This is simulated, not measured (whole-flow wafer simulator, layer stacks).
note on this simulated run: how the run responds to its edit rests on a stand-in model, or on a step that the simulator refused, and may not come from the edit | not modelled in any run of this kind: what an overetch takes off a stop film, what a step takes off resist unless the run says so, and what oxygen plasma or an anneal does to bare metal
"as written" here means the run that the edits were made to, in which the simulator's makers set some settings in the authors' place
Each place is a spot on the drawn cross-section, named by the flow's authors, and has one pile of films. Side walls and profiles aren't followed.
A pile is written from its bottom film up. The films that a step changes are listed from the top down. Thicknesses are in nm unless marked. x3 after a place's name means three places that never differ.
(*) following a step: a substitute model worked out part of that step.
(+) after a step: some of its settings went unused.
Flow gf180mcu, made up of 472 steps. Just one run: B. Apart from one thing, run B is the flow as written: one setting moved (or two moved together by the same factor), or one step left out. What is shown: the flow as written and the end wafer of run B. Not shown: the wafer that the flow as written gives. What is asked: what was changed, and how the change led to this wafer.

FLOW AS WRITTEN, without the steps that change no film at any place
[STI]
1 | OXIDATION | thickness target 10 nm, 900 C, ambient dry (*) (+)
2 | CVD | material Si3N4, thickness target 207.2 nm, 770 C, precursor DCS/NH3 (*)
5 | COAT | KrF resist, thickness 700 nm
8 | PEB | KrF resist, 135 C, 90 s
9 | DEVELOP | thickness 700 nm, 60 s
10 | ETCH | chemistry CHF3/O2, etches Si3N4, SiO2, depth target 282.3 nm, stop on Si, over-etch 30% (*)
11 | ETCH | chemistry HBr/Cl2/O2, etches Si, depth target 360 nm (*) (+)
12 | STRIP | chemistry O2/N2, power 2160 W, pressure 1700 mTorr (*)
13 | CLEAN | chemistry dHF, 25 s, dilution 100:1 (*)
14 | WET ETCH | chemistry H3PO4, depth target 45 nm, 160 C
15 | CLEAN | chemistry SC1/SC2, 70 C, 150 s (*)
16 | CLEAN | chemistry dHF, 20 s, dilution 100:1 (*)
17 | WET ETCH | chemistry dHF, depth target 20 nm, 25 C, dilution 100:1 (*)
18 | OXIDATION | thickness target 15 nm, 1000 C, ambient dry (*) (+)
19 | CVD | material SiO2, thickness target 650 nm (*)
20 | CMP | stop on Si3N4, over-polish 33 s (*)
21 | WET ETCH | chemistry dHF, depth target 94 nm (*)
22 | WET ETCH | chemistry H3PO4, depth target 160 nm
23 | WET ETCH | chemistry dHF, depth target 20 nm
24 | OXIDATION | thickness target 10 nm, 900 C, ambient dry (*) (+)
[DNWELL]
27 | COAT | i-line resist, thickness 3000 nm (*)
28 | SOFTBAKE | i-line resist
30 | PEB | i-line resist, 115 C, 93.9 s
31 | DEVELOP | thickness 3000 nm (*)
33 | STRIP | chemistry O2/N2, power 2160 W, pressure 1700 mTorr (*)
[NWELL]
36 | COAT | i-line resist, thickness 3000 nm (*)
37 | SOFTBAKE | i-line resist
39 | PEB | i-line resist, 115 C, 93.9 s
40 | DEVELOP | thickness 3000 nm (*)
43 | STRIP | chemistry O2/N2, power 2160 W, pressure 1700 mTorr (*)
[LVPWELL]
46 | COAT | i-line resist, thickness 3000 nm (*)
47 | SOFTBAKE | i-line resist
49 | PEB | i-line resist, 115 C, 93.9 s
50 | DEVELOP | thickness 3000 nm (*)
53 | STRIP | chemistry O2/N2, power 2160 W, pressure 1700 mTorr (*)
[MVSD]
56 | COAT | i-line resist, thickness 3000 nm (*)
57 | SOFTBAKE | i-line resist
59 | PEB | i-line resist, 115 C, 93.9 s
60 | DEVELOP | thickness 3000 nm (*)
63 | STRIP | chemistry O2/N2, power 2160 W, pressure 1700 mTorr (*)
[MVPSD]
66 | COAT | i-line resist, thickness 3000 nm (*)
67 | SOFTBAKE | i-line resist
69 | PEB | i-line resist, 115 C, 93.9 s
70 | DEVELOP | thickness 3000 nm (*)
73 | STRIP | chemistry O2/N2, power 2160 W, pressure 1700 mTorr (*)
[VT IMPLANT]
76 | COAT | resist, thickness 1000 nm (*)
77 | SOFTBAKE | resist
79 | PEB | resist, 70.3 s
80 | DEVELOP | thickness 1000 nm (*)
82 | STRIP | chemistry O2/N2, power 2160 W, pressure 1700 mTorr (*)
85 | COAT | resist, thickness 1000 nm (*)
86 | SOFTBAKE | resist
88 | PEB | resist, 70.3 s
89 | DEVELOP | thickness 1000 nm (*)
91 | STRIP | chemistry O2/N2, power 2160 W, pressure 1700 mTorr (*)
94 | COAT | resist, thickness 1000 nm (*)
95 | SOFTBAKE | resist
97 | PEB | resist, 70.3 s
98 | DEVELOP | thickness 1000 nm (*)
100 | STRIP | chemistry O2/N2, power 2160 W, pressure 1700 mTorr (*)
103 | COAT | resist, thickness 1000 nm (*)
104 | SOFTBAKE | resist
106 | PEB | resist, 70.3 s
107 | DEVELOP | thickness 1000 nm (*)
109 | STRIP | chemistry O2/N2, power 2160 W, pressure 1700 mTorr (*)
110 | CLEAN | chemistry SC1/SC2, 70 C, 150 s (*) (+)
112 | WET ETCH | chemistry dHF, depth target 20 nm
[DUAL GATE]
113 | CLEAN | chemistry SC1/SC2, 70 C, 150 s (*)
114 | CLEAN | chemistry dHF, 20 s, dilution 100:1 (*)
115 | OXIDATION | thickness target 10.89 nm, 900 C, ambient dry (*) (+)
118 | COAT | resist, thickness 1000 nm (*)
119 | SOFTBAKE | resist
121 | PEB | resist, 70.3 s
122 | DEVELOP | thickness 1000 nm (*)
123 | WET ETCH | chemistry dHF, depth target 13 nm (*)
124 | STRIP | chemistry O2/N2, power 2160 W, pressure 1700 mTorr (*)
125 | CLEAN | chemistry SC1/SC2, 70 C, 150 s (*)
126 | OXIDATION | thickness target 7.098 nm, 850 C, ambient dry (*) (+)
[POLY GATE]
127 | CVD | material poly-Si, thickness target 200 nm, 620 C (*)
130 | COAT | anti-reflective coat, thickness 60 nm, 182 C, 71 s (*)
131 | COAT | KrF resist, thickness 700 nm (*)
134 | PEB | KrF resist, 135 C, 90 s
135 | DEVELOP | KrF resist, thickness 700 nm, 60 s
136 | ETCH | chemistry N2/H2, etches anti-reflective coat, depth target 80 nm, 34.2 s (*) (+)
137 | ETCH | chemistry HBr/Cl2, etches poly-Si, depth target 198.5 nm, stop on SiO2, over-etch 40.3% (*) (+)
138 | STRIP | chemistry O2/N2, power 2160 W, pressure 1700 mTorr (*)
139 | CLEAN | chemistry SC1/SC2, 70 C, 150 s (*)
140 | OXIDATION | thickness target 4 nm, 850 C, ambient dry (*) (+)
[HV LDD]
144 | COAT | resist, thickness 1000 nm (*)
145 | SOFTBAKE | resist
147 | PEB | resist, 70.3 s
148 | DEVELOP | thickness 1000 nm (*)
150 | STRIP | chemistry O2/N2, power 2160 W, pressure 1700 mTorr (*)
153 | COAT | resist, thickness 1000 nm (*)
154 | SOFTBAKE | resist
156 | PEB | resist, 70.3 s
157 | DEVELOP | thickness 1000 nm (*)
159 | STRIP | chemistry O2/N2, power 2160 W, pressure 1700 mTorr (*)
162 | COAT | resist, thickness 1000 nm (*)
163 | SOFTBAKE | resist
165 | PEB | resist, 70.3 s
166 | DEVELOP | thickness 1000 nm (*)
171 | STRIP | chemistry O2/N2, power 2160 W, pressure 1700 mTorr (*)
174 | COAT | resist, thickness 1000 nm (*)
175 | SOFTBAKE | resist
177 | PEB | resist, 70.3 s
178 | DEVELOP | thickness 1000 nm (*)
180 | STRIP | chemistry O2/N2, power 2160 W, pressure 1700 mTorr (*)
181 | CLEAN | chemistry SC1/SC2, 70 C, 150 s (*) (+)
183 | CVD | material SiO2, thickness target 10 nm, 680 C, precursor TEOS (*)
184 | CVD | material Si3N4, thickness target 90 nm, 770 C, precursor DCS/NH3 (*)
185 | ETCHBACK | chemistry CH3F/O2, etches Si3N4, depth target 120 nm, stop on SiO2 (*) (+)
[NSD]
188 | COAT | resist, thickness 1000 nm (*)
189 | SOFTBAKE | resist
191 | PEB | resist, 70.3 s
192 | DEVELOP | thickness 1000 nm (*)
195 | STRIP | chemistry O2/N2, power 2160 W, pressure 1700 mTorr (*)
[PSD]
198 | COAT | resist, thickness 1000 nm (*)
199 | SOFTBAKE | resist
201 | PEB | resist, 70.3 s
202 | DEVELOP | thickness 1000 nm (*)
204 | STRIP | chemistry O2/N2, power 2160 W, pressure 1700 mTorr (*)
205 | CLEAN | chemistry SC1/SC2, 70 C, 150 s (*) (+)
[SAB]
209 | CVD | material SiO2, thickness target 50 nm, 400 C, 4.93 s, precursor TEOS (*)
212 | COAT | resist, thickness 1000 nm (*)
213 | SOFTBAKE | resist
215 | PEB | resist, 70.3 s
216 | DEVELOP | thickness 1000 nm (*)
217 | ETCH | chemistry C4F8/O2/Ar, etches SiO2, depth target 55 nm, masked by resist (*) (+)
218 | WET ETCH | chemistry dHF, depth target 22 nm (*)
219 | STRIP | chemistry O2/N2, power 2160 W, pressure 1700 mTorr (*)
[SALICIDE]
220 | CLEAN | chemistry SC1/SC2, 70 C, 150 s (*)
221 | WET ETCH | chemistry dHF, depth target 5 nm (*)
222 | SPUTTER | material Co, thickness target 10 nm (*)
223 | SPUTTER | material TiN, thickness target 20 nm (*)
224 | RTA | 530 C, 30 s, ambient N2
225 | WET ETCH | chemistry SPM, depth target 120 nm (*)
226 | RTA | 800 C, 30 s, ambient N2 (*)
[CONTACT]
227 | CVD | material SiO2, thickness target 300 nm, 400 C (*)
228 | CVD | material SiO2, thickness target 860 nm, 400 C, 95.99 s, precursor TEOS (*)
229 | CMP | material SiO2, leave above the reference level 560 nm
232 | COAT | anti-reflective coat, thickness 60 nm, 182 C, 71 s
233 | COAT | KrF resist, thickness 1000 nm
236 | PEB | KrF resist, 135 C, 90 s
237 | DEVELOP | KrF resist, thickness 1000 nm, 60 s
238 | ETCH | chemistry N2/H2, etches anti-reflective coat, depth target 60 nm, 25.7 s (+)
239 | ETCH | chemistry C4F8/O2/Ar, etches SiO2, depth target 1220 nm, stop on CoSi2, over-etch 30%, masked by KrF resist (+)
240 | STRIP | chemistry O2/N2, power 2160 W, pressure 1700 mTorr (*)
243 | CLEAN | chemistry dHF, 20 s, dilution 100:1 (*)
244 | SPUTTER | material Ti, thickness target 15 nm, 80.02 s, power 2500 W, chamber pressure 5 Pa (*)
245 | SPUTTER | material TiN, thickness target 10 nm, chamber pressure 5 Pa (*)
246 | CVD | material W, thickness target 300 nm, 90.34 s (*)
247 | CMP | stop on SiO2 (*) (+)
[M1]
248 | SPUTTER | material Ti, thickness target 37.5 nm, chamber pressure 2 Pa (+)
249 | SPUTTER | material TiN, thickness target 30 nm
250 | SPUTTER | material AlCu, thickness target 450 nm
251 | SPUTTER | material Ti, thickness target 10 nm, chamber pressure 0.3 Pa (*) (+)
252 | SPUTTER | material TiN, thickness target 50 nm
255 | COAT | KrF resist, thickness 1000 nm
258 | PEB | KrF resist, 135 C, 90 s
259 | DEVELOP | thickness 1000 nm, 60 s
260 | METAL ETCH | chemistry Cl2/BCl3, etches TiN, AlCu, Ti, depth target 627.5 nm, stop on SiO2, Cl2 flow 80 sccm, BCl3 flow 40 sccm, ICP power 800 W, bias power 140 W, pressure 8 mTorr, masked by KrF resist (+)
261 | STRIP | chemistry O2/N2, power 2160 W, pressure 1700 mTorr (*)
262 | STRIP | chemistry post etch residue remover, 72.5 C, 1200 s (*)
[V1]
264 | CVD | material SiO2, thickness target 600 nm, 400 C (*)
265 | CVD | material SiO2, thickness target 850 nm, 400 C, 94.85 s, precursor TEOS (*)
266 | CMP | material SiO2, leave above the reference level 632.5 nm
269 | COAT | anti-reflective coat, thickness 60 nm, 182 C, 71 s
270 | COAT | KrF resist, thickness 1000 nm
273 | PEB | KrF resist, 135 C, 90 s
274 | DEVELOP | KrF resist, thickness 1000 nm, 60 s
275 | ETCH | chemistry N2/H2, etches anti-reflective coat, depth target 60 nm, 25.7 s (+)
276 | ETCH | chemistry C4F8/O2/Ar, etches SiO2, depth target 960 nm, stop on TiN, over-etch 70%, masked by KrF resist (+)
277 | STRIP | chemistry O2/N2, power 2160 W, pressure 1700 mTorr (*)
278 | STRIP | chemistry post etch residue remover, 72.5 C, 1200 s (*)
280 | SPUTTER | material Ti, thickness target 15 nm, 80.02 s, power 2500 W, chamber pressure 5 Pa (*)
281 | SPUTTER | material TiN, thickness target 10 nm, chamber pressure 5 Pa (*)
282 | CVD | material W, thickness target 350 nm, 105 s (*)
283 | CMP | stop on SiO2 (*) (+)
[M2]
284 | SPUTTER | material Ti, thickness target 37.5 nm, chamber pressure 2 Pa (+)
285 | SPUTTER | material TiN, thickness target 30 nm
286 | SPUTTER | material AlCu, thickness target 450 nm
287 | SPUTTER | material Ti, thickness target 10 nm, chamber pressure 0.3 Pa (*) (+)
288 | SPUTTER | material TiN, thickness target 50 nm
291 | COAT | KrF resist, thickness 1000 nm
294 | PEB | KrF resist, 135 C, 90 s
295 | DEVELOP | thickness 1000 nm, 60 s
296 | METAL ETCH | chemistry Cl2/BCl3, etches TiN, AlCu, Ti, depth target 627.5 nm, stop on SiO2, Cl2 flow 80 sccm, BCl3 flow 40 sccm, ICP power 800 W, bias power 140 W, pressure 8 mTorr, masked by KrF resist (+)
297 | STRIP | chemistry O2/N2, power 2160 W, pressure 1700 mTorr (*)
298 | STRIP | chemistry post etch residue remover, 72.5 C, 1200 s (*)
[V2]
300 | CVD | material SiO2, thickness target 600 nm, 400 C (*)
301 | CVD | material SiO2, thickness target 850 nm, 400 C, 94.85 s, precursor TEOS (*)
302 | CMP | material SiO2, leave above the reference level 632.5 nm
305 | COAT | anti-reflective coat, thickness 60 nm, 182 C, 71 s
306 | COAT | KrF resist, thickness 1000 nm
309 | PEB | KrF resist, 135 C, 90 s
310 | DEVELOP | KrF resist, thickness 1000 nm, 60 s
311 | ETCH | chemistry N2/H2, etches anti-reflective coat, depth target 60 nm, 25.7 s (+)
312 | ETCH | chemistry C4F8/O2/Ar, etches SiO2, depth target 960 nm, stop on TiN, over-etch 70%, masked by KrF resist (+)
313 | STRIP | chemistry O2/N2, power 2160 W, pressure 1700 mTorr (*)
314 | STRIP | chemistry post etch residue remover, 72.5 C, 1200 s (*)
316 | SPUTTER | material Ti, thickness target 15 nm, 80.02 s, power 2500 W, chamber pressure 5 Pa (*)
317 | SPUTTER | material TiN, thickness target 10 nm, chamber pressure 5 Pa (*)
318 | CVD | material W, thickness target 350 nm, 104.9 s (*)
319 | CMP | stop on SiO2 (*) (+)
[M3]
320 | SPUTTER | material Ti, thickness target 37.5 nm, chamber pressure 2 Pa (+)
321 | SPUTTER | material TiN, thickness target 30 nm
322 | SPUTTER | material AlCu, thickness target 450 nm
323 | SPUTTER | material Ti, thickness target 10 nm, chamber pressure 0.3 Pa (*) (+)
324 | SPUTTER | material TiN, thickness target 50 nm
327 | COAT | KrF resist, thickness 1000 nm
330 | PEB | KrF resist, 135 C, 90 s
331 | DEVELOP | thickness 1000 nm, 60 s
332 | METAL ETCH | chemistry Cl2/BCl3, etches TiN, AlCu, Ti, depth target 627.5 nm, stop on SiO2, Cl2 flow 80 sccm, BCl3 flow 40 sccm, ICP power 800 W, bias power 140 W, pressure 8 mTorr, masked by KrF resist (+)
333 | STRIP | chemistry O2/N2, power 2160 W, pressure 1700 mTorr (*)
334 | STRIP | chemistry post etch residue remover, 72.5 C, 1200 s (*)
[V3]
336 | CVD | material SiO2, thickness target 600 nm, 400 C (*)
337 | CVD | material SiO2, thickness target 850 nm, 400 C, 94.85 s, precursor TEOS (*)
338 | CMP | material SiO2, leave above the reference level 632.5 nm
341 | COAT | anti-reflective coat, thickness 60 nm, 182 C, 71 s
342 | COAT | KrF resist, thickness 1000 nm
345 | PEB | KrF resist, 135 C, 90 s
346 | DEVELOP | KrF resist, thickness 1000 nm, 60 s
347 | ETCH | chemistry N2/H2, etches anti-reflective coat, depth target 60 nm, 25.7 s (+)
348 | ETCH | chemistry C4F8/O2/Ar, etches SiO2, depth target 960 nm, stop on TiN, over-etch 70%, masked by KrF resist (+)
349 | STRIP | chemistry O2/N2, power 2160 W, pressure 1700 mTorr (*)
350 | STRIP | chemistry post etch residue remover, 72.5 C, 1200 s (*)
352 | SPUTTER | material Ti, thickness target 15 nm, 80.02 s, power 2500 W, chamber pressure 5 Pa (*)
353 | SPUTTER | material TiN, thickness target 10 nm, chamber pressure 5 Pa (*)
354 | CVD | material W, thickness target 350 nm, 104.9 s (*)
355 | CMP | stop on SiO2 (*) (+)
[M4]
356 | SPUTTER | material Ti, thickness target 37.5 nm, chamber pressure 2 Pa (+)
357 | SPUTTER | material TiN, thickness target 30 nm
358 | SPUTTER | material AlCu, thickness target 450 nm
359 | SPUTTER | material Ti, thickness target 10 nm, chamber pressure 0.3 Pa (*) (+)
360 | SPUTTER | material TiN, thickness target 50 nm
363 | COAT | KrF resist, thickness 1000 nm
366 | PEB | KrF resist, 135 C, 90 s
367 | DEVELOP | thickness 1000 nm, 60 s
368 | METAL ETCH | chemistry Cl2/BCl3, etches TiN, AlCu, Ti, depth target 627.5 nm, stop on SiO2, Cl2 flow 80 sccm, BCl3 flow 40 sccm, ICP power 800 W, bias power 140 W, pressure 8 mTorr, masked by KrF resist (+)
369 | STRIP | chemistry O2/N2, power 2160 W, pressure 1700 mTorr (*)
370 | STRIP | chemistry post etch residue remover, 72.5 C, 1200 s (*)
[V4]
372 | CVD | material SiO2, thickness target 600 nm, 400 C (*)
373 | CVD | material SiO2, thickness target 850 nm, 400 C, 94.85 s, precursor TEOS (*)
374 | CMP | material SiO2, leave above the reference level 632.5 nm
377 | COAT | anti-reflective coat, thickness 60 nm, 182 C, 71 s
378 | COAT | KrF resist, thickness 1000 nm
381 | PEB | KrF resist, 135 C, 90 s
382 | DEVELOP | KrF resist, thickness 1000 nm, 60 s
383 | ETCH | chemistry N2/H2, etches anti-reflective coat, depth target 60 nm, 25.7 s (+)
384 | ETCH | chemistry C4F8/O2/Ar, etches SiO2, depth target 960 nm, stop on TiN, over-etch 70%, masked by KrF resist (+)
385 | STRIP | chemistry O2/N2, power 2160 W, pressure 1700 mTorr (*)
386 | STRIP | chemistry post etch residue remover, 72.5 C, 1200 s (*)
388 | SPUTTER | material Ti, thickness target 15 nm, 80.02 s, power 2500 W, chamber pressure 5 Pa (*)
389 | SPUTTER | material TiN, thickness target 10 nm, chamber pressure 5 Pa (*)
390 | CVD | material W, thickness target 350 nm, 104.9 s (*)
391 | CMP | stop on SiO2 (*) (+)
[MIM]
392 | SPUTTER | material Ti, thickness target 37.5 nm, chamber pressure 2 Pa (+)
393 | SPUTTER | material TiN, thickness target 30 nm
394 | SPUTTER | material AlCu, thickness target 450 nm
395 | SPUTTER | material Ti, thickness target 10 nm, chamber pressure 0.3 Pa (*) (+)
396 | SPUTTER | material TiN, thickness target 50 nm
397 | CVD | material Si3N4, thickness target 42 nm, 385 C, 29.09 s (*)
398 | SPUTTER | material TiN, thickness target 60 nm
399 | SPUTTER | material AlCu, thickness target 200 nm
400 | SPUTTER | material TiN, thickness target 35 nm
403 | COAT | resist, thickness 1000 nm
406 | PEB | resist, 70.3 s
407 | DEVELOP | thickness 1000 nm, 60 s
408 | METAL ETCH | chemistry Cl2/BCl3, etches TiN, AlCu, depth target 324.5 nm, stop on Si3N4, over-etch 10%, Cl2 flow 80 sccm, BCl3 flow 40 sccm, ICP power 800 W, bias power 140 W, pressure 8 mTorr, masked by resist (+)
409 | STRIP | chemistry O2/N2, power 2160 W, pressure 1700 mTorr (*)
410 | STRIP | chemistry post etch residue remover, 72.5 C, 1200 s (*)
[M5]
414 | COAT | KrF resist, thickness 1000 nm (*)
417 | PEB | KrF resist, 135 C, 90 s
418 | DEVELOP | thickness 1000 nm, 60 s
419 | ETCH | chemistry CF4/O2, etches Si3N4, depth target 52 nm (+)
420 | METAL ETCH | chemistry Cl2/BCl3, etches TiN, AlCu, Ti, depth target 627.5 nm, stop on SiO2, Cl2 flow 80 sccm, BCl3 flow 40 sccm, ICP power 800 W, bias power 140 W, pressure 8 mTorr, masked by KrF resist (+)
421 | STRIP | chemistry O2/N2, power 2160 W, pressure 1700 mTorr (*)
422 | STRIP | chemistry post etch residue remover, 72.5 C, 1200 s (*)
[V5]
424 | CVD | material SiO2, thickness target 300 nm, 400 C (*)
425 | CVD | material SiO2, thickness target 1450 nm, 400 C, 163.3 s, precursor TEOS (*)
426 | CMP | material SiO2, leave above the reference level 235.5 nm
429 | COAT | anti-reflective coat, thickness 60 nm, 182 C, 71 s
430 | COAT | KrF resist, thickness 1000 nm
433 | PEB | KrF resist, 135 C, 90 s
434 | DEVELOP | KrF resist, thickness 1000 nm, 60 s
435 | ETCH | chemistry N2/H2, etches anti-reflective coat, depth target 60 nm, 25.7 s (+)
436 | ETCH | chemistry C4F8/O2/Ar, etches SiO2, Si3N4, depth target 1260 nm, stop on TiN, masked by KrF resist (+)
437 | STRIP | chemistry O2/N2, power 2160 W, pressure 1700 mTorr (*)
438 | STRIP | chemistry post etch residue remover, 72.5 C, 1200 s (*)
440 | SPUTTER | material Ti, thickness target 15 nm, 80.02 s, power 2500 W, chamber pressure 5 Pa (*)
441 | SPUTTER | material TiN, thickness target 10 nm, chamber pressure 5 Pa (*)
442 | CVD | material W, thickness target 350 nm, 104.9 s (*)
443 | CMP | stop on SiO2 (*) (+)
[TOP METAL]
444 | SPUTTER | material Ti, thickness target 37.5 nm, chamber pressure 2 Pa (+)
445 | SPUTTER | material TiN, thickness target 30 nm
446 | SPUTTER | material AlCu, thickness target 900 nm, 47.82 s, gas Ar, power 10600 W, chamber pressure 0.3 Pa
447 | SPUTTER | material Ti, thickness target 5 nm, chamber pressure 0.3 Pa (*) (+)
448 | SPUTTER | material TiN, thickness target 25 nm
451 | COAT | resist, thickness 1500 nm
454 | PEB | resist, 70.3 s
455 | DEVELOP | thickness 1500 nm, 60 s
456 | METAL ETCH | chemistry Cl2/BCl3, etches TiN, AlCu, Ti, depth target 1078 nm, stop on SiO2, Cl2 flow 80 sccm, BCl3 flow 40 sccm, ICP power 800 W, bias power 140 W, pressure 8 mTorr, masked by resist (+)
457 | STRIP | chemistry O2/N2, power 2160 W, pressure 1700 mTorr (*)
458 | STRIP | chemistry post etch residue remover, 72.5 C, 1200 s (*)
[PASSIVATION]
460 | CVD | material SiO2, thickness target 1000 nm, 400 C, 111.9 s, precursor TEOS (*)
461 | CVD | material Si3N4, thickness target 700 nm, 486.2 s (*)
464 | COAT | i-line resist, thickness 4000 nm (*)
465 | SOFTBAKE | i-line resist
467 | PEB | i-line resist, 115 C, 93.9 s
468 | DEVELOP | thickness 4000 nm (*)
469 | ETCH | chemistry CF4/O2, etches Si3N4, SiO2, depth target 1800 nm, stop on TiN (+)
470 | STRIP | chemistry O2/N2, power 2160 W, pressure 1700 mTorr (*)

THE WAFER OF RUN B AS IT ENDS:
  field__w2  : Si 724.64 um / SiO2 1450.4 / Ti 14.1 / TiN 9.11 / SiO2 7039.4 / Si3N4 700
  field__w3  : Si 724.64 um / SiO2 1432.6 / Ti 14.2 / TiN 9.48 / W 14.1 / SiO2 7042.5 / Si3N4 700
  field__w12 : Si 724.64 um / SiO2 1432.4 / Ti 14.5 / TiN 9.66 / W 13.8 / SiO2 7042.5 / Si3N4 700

The reason: step 229, CMP: leave above the reference level 846 nm was run, whereas the flow has leave above the reference level 560 nm.

The path from the change to this, step by step:
  229 | CMP | material SiO2, leave above the reference level 560 nm
      field_sub, field_sub__w2: nothing (in the flow as written it would be: SiO2 loses 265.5)
      field__w1: nothing (in the flow as written it would be: SiO2 loses 283.7)
      (also at 108 further places)
  232 | COAT | anti-reflective coat, thickness 60 nm, 182 C, 71 s
      field_sub__w1, n_well: anti-reflective coat gains 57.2 (new film) (in the flow as written it would be: anti-reflective coat gains 60 (new film))
      ld_fp_n, nw_enc_fld__w1: anti-reflective coat gains 55.7 (new film) (in the flow as written it would be: anti-reflective coat gains 60 (new film))
      (also at 36 further places)
  239 | ETCH | chemistry C4F8/O2/Ar, etches SiO2, depth target 1220 nm, stop on CoSi2, over-etch 30%, masked by KrF resist (+)
      field, field__w1, field__w2 and 105 more: KrF resist loses 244 (in the flow as written it would be: KrF resist loses 223.5)
      contact: SiO2 loses 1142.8 (all of it) (in the flow as written it would be: SiO2 loses 859.5 (all of it))
      (also at 2 further places)
  240 | STRIP | chemistry O2/N2, power 2160 W, pressure 1700 mTorr (*)
      iso_nw_fld, iso_ptap_sub, iso_fld_sub and 29 more: KrF resist loses 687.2 (all of it), anti-reflective coat loses 60 (all of it) (in the flow as written it would be: KrF resist loses 707.7 (all of it), anti-reflective coat loses 60 (all of it))
      p_well, sti, gate_hv, spacer, sd_n, mim_1p0, pad, dice_street: KrF resist loses 686.2 (all of it), anti-reflective coat loses 59.3 (all of it) (in the flow as written it would be: KrF resist loses 707.7 (all of it), anti-reflective coat loses 60 (all of it))
      (also at 68 further places)
  244 | SPUTTER | material Ti, thickness target 15 nm, 80.02 s, power 2500 W, chamber pressure 5 Pa (*)
      field__w2: Ti gains 14.1 (new film) (in the flow as written it would be: Ti gains 15 (new film))
      field__w3: Ti gains 14.2 (new film) (in the flow as written it would be: Ti gains 15 (new film))
      (also at 1 further place)
  245 | SPUTTER | material TiN, thickness target 10 nm, chamber pressure 5 Pa (*)
      field__w2: TiN gains 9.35 (new film) (in the flow as written it would be: TiN gains 10 (new film))
      field__w3: TiN gains 9.48 (new film) (in the flow as written it would be: TiN gains 10 (new film))
      (also at 1 further place)
  246 | CVD | material W, thickness target 300 nm, 90.34 s (*)
      polyc_n, polyc_p: W gains 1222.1 (new film) (in the flow as written it would be: W gains 936.1 (new film))
      contact: W gains 1445.3 (new film) (in the flow as written it would be: W gains 1167.5 (new film))
  247 | CMP | stop on SiO2 (*) (+)
      field_sub__w1, field_sub__w3, field_sub__w5: W loses 300 (all of it), TiN loses 10 (all of it), Ti loses 15 (all of it) (in the flow as written it would be: W loses 300 (all of it), TiN loses 10 (all of it), Ti loses 15 (all of it), SiO2 loses 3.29)
      field__w3, field__w12: W loses 279.8 (in the flow as written it would be: W loses 300 (all of it), TiN loses 10 (all of it), Ti loses 15 (all of it), SiO2 loses 3.29)
      (also at 15 further places)
  248 | SPUTTER | material Ti, thickness target 37.5 nm, chamber pressure 2 Pa (+)
      field__w6, m1, active_nat, ld_drn_n, ld_sd_p, nw_enc_fld_lv__w3: Ti gains 37.5 (in the flow as written it would be: Ti gains 37.5 (new film))
  260 | METAL ETCH | chemistry Cl2/BCl3, etches TiN, AlCu, Ti, depth target 627.5 nm, stop on SiO2, Cl2 flow 80 sccm, BCl3 flow 40 sccm, ICP power 800 W, bias power 140 W, pressure 8 mTorr, masked by KrF resist (+)
      field__w2, field__w3, field__w12, mim: TiN loses 50 (all of it), Ti loses 10 (all of it), AlCu loses 450 (all of it), TiN loses 30 (all of it), Ti loses 37.5 (all of it), W loses 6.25 (in the flow as written it would be: TiN loses 50 (all of it), Ti loses 10 (all of it), AlCu loses 450 (all of it), TiN loses 30 (all of it), Ti loses 37.5 (all of it))
      field_sub, field_sub__w2: TiN loses 50 (all of it), Ti loses 10 (all of it), AlCu loses 450 (all of it), TiN loses 30 (all of it), Ti loses 37.5 (all of it), TiN loses 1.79 (all of it), Ti loses 15 (all of it) (in the flow as written it would be: TiN loses 50 (all of it), Ti loses 10 (all of it), AlCu loses 450 (all of it), TiN loses 30 (all of it), Ti loses 37.5 (all of it))
      (also at 7 further places)
  262 | STRIP | chemistry post etch residue remover, 72.5 C, 1200 s (*)
      field__w3, field__w12, mim: W loses 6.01 (in the flow as written it would be: nothing)
      field__w2: W loses 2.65 (all of it), TiN loses 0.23 (in the flow as written it would be: nothing)
  264 | CVD | material SiO2, thickness target 600 nm, 400 C (*)
      field__w2, field__w3, field__w12, mim: SiO2 gains 600 (new film) (in the flow as written it would be: SiO2 gains 600)
  266 | CMP | material SiO2, leave above the reference level 632.5 nm
      field__w3, field__w12, mim: SiO2 loses 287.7 (in the flow as written it would be: SiO2 loses 300)
      field_sub, field_sub__w2: SiO2 loses 283.2 (in the flow as written it would be: SiO2 loses 300)
      (also at 6 further places)
With metal films that touch counted as one body, field__w2 has 1 body; the flow as written gives 0 bodies.
With metal films that touch counted as one body, field__w3 has 1 body; the flow as written gives 0 bodies.
With metal films that touch counted as one body, field__w12 has 1 body; the flow as written gives 0 bodies.
